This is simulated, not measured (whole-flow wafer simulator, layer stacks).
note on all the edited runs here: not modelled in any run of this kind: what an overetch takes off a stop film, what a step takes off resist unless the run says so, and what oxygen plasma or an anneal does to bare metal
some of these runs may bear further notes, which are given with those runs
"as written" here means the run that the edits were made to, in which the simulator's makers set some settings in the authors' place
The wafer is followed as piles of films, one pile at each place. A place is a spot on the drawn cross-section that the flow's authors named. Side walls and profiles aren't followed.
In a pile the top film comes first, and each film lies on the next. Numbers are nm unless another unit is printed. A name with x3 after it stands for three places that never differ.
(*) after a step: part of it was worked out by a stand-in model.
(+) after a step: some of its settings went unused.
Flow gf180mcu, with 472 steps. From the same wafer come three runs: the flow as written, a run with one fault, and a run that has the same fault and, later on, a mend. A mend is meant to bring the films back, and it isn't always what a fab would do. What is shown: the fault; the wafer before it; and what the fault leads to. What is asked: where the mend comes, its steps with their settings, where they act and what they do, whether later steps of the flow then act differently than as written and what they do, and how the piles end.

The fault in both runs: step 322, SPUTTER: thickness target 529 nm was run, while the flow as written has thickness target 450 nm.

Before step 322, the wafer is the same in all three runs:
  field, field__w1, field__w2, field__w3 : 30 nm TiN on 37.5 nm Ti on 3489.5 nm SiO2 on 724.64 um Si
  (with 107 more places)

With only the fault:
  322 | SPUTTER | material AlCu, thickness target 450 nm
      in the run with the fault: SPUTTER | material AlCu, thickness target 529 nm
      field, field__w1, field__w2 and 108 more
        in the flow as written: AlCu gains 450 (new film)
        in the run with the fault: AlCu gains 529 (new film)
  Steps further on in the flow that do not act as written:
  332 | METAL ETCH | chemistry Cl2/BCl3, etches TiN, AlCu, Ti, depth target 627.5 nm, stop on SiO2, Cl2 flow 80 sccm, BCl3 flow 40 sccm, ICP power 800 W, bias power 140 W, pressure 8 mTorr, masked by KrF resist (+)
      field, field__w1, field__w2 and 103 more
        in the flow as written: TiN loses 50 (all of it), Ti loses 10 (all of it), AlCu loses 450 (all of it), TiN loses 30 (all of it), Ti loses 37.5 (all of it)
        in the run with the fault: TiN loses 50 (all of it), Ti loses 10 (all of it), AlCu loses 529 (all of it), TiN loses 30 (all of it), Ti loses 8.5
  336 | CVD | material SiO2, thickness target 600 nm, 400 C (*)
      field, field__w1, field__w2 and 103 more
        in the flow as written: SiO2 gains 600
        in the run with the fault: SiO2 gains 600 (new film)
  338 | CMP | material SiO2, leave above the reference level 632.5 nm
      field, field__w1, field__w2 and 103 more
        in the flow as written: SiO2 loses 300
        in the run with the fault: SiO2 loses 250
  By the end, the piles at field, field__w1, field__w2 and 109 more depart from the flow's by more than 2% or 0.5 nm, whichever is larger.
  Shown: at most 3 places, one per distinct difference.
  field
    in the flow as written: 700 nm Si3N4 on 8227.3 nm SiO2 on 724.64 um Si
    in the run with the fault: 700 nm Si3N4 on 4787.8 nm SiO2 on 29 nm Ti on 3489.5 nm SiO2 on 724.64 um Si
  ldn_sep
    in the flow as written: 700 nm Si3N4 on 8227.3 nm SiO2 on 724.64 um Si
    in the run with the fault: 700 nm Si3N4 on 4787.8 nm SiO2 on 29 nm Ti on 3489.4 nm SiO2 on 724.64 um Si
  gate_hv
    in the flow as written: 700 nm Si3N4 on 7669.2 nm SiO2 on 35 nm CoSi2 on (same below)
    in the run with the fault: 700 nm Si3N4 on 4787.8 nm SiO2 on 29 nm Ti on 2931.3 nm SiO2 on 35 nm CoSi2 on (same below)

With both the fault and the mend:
  The mend follows step 322.
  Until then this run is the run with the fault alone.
  322a | METAL ETCH | chemistry Cl2/BCl3, etches TiN, AlCu, Ti, depth target 79 nm, Cl2 flow 80 sccm, BCl3 flow 40 sccm, ICP power 800 W, bias power 140 W, pressure 8 mTorr (a further turn of the flow's step 260, with different settings)
      field, field__w1, field__w2 and 108 more
        AlCu loses 79
  None of the later steps of the flow acts differently than as written at any place that is followed.
  The piles end the same as the flow's at every place that both follow.
